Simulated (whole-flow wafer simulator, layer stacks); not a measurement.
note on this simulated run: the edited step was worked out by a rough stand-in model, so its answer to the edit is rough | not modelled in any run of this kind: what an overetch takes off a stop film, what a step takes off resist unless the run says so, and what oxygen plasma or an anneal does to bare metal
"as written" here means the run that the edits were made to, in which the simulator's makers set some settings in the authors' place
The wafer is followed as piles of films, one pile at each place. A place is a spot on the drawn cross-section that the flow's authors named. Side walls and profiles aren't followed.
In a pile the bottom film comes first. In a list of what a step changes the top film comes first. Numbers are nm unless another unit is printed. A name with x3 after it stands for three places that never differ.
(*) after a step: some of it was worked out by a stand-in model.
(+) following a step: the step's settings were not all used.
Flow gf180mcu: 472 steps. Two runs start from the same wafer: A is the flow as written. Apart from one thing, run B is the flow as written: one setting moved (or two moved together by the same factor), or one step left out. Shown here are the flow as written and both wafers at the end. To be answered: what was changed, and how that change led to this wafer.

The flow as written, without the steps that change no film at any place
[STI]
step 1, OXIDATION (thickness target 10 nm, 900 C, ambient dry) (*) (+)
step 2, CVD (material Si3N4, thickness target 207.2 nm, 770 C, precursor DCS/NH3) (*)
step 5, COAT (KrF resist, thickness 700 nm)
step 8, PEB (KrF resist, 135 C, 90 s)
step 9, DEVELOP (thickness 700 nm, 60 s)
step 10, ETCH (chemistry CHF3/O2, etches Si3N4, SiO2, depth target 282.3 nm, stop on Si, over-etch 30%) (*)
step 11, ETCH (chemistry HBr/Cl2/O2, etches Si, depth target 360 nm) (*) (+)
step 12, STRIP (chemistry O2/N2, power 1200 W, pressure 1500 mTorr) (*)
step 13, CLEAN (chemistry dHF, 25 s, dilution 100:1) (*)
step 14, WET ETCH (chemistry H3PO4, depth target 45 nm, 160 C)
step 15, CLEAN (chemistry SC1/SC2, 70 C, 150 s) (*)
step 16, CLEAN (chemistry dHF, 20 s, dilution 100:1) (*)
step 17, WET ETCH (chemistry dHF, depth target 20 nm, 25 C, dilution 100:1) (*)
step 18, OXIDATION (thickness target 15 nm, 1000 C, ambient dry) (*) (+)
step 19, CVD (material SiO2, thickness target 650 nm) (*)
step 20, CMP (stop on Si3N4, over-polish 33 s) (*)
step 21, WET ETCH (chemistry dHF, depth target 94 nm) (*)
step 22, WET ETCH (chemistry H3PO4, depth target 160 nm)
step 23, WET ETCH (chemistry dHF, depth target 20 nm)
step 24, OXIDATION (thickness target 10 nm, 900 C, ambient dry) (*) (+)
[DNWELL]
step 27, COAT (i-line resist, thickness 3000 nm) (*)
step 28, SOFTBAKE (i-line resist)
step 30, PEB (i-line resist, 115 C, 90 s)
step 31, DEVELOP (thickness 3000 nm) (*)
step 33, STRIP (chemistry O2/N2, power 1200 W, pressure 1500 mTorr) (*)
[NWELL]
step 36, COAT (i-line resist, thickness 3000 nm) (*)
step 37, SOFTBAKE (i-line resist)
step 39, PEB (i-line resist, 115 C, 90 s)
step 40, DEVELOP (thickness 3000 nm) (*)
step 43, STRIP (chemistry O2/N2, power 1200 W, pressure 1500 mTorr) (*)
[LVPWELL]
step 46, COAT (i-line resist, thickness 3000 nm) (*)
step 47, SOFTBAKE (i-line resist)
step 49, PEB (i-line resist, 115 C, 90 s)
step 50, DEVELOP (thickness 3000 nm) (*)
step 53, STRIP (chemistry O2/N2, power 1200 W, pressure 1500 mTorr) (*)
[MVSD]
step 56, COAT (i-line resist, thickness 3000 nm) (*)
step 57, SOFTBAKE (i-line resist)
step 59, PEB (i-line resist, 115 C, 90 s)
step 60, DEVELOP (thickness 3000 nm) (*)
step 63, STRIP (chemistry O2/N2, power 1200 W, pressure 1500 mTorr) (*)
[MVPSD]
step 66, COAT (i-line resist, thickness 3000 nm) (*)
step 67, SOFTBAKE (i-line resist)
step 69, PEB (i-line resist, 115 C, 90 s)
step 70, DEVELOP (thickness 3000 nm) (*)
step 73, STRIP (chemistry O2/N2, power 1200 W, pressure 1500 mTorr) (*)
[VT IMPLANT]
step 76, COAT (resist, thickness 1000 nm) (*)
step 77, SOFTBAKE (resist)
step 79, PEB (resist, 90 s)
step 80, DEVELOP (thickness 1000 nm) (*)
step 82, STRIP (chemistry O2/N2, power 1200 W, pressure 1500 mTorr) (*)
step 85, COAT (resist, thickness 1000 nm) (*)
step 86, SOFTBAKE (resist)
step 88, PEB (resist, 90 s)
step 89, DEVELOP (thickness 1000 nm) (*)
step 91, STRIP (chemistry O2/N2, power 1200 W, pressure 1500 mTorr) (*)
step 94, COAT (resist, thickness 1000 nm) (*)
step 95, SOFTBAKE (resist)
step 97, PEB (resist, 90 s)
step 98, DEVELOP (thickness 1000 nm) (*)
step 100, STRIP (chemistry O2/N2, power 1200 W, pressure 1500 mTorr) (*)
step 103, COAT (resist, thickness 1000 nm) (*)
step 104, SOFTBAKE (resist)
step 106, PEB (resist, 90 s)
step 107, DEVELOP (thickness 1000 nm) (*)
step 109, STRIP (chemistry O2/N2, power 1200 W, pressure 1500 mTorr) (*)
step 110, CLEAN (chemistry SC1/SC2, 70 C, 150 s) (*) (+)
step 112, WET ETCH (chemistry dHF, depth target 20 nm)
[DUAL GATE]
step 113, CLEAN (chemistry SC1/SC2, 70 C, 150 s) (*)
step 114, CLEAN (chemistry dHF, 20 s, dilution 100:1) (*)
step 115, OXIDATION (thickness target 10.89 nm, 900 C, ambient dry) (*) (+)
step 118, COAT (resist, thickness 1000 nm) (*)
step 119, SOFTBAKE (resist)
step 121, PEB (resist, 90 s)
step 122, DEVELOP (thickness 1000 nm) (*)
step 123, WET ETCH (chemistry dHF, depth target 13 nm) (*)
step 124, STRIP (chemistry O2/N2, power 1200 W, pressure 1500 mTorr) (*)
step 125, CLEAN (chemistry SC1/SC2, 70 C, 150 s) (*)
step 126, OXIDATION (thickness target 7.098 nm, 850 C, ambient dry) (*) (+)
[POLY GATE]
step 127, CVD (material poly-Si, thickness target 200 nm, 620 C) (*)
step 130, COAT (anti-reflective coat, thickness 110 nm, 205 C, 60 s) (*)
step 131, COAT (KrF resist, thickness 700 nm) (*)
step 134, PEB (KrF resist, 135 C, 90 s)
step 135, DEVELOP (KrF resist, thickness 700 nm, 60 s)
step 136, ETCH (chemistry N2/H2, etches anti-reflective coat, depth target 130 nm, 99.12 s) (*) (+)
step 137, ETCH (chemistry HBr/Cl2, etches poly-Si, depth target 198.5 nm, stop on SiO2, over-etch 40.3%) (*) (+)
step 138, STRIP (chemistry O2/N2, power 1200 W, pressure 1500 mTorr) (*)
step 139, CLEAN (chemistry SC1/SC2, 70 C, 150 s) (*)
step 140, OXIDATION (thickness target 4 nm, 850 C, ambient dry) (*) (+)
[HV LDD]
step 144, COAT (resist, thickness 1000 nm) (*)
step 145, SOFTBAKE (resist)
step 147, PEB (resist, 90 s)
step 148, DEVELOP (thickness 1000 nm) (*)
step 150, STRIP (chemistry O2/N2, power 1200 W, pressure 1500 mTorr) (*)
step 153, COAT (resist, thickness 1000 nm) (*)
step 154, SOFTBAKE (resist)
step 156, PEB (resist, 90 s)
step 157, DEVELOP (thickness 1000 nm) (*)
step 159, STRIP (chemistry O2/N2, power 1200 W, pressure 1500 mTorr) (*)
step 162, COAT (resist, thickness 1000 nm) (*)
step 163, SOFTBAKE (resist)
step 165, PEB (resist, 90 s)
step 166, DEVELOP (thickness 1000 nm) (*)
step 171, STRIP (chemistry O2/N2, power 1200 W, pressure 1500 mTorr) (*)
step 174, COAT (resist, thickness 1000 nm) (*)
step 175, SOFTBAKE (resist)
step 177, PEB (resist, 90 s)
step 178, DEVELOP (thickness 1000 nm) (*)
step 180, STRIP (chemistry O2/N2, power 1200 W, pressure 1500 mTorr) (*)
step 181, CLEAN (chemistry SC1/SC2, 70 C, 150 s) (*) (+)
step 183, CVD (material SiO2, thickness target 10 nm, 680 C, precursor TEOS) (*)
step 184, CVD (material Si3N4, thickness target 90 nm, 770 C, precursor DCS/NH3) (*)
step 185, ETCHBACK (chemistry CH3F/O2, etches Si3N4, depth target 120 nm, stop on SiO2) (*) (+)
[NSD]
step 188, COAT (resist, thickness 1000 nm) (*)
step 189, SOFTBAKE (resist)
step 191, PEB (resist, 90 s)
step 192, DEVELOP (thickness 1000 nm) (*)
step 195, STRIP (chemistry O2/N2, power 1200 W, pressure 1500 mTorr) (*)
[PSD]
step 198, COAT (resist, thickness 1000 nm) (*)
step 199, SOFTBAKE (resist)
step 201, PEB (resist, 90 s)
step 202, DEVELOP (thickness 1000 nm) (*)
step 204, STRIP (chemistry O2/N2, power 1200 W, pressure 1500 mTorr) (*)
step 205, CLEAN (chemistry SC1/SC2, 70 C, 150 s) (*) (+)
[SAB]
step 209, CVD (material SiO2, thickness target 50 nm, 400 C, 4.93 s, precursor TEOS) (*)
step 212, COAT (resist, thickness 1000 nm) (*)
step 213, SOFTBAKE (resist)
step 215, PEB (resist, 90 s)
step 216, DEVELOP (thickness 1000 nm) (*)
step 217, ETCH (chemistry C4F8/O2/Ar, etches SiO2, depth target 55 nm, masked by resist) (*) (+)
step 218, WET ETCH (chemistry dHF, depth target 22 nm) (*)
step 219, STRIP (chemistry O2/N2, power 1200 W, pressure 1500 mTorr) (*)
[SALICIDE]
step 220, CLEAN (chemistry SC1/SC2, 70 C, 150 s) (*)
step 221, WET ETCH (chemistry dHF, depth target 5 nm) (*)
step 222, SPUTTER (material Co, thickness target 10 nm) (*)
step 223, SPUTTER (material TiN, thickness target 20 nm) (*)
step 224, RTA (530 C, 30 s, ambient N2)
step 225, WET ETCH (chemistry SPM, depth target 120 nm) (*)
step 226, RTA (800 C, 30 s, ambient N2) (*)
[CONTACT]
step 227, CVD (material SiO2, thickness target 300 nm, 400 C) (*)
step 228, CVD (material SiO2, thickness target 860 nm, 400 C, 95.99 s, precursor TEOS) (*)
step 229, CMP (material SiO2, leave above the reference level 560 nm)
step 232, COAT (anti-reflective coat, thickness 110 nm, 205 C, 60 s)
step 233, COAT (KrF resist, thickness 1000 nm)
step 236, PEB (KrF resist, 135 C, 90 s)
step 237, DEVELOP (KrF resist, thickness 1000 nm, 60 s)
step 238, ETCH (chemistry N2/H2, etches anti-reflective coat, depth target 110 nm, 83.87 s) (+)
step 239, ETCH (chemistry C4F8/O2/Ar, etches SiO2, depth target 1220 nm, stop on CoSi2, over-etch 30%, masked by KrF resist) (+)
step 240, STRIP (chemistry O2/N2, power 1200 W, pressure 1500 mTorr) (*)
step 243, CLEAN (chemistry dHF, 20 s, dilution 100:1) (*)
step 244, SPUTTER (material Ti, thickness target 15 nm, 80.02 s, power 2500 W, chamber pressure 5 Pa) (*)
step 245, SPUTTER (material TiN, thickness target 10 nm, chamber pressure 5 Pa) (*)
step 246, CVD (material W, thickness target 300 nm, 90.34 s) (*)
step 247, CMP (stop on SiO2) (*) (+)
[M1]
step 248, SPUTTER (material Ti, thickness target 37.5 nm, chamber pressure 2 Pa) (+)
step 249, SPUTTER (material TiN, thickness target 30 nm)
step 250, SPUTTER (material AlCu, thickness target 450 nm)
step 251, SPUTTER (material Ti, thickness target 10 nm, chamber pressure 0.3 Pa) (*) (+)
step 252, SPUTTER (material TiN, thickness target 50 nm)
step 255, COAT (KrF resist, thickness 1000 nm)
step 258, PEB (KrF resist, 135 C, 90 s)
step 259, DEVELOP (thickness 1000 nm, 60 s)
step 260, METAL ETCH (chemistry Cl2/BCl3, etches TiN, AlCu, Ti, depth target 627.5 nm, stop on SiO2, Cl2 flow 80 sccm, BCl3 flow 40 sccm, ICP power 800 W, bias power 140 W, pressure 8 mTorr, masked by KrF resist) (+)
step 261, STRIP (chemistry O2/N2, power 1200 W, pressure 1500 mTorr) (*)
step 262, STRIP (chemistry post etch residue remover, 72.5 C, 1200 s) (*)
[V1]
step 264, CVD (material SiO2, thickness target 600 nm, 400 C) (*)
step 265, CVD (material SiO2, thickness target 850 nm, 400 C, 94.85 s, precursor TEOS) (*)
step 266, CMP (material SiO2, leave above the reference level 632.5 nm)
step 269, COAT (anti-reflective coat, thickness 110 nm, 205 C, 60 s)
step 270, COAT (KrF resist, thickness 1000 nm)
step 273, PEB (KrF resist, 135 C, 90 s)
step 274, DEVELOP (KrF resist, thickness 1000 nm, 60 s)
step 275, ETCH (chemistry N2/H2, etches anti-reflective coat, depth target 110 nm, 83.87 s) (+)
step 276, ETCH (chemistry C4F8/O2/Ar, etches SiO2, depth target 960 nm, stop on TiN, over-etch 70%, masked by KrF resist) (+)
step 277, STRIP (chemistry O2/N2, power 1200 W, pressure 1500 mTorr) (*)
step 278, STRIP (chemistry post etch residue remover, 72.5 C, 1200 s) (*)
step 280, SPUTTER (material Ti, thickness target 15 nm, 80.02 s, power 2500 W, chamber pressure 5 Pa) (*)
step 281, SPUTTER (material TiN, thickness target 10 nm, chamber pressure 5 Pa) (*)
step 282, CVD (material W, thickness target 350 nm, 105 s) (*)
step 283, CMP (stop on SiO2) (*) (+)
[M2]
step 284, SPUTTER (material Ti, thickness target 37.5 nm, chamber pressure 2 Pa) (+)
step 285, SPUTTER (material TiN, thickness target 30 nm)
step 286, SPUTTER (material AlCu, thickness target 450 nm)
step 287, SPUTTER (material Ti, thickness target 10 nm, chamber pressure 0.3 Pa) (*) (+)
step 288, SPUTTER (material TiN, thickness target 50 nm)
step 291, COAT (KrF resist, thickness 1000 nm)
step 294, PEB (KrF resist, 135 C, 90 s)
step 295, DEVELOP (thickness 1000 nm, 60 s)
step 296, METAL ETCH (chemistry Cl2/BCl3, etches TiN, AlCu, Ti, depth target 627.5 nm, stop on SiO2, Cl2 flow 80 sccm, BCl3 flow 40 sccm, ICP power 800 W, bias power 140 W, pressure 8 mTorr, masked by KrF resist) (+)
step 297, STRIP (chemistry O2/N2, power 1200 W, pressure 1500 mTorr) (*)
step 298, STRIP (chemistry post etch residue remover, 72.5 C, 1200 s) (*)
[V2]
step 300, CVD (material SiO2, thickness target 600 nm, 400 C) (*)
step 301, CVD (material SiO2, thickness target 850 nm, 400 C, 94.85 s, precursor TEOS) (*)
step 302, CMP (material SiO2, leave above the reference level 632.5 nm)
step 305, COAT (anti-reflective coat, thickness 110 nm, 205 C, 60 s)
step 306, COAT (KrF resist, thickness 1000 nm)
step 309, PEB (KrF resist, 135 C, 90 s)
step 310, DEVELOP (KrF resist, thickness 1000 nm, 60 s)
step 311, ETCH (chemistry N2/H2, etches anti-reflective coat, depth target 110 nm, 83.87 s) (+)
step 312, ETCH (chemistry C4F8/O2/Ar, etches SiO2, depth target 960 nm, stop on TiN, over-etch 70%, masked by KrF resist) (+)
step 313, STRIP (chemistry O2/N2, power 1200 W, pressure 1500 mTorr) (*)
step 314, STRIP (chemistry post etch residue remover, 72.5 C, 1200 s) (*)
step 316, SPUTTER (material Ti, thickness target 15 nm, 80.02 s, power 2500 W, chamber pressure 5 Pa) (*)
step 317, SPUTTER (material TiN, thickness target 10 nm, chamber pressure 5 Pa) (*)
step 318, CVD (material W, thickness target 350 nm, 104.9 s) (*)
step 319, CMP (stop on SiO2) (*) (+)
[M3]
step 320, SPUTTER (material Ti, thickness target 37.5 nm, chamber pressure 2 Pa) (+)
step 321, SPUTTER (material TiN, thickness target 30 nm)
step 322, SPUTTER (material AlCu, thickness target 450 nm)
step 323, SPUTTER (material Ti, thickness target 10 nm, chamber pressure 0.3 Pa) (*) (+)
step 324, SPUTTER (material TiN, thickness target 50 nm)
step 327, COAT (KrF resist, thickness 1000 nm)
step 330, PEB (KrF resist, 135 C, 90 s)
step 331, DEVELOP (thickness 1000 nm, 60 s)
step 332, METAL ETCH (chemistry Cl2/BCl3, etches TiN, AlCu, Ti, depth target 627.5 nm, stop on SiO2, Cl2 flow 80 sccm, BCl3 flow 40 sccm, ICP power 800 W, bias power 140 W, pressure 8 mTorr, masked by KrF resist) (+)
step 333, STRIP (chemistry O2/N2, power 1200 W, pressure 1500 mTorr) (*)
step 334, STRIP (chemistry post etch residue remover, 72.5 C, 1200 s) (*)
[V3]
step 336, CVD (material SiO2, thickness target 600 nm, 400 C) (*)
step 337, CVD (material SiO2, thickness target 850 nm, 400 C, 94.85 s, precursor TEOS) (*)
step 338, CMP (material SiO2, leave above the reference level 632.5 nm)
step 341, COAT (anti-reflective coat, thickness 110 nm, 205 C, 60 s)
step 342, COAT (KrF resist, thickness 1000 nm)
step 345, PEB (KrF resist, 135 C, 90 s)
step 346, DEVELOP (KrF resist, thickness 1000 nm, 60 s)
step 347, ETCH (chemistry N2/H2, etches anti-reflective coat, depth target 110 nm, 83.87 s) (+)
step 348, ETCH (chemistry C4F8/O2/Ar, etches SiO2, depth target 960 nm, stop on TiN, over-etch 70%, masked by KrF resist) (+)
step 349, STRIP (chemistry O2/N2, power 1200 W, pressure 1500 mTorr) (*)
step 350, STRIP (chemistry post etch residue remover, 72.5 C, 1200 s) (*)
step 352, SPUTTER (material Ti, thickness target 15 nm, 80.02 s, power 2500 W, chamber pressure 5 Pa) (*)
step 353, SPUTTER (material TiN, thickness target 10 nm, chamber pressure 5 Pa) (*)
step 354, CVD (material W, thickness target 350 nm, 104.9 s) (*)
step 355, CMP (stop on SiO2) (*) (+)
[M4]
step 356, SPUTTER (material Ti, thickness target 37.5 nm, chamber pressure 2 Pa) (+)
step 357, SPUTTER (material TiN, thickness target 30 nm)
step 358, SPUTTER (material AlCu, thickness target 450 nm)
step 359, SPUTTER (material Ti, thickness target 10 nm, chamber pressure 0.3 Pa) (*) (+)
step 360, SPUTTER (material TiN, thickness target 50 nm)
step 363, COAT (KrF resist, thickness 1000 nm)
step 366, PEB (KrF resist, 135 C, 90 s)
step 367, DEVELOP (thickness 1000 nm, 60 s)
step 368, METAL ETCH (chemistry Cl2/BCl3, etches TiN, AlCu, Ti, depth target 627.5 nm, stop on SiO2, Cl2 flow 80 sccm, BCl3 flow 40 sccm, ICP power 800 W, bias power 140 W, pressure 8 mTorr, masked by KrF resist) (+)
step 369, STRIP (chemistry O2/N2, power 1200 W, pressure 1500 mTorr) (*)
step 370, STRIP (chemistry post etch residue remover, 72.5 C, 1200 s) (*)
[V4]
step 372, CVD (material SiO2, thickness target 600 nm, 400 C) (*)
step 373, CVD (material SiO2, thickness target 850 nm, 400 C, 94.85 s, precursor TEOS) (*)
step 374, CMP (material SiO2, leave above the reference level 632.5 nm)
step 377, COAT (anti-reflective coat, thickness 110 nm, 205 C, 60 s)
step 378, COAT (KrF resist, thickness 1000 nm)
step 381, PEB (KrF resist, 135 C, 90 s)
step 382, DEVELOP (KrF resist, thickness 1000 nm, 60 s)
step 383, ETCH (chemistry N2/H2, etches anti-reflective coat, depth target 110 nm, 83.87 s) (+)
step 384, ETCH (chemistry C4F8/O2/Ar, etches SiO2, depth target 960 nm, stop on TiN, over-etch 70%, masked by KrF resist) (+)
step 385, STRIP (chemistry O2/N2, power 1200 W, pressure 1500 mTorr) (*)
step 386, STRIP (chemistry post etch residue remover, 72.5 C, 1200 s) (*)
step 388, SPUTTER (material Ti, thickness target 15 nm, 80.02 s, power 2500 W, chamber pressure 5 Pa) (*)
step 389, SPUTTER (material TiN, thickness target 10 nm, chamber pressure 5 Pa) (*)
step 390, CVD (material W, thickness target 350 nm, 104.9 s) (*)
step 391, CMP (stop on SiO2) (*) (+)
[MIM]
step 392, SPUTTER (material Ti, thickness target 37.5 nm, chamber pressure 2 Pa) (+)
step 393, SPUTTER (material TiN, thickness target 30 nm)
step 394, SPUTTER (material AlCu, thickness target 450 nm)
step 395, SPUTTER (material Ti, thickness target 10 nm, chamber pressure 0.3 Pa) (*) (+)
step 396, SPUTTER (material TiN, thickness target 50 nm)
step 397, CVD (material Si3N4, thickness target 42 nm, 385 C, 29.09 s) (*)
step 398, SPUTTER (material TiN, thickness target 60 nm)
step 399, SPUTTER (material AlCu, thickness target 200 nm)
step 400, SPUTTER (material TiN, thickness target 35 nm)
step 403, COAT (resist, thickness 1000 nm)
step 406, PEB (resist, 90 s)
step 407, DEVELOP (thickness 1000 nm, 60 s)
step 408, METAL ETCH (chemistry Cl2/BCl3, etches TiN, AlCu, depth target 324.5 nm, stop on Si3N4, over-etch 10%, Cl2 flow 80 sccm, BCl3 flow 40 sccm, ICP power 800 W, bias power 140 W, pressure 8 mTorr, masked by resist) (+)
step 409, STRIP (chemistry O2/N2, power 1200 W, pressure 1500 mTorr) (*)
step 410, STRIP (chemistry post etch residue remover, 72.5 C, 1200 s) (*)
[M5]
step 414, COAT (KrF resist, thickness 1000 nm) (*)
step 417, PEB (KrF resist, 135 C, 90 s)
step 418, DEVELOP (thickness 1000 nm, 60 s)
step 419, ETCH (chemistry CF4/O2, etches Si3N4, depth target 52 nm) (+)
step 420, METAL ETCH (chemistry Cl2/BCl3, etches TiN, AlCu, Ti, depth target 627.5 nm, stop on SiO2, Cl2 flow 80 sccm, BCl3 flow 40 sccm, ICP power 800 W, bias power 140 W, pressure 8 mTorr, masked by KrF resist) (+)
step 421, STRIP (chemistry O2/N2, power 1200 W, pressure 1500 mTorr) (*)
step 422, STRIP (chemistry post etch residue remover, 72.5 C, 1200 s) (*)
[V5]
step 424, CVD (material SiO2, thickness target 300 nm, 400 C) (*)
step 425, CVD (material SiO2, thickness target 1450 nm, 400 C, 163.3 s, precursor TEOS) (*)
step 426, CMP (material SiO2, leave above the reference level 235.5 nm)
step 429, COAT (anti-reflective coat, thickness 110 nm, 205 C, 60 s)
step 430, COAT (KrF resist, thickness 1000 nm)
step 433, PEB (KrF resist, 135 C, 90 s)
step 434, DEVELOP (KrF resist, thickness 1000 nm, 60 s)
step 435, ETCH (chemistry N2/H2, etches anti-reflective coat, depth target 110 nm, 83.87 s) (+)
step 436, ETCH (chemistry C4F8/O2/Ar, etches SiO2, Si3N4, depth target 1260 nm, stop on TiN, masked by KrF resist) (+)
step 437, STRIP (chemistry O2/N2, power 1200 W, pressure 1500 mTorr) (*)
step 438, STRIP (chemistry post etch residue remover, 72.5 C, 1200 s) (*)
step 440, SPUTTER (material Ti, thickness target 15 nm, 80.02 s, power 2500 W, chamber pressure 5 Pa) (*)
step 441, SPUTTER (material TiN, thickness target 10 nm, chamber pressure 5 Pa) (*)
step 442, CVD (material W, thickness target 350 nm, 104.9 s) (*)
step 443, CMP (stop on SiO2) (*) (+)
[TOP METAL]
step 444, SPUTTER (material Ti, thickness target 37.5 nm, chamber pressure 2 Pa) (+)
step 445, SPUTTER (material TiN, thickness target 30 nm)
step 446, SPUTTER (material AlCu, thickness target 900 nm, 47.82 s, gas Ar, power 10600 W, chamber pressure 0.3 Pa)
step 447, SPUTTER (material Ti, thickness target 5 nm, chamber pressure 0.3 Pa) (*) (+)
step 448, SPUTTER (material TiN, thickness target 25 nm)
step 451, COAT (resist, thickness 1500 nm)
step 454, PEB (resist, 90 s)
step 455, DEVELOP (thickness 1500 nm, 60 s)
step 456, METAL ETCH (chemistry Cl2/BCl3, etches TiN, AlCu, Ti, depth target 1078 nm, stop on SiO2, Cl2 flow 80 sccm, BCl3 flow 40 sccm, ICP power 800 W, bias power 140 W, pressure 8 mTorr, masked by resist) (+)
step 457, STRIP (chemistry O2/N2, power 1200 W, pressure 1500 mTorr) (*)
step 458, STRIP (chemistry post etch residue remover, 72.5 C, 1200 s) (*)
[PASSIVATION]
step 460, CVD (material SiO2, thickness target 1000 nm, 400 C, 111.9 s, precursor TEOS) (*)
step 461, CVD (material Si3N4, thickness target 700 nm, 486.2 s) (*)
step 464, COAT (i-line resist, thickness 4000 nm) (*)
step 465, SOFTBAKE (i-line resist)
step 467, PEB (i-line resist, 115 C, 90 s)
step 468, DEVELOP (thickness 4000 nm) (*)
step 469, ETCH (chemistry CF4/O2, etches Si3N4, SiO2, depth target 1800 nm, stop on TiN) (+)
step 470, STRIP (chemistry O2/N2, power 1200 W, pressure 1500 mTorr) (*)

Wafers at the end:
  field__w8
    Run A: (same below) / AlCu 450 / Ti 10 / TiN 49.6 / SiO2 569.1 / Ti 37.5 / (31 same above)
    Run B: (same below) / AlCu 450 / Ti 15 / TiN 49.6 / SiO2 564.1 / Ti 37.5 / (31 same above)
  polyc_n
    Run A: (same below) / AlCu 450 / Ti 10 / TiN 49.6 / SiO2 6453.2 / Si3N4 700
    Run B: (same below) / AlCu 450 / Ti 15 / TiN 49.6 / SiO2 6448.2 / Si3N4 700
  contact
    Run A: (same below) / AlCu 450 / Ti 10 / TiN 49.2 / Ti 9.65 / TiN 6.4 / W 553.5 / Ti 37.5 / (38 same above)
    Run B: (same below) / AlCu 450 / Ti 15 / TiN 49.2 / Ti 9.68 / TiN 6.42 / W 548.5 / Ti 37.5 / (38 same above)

What caused this: step 251, SPUTTER: thickness target 15 nm was run, though the flow has thickness target 10 nm.
The wafer itself shows it: field__w8 has Ti 15, and step 251 as written asks for 10 nm.

The path from the change to this, step by step:
  step 251, SPUTTER (material Ti, thickness target 10 nm, chamber pressure 0.3 Pa) (*) (+)
      field, field__w1, field__w2 and 108 more: A +10 Ti (new film) | B +15 Ti (new film)
  step 260, METAL ETCH (chemistry Cl2/BCl3, etches TiN, AlCu, Ti, depth target 627.5 nm, stop on SiO2, Cl2 flow 80 sccm, BCl3 flow 40 sccm, ICP power 800 W, bias power 140 W, pressure 8 mTorr, masked by KrF resist) (+)
      field, field__w1, field__w2 and 99 more: A -50 TiN (all of it), -10 Ti (all of it), -450 AlCu (all of it), -30 TiN (all of it), -37.5 Ti (all of it) | B -50 TiN (all of it), -15 Ti (all of it), -450 AlCu (all of it), -30 TiN (all of it), -37.5 Ti (all of it)
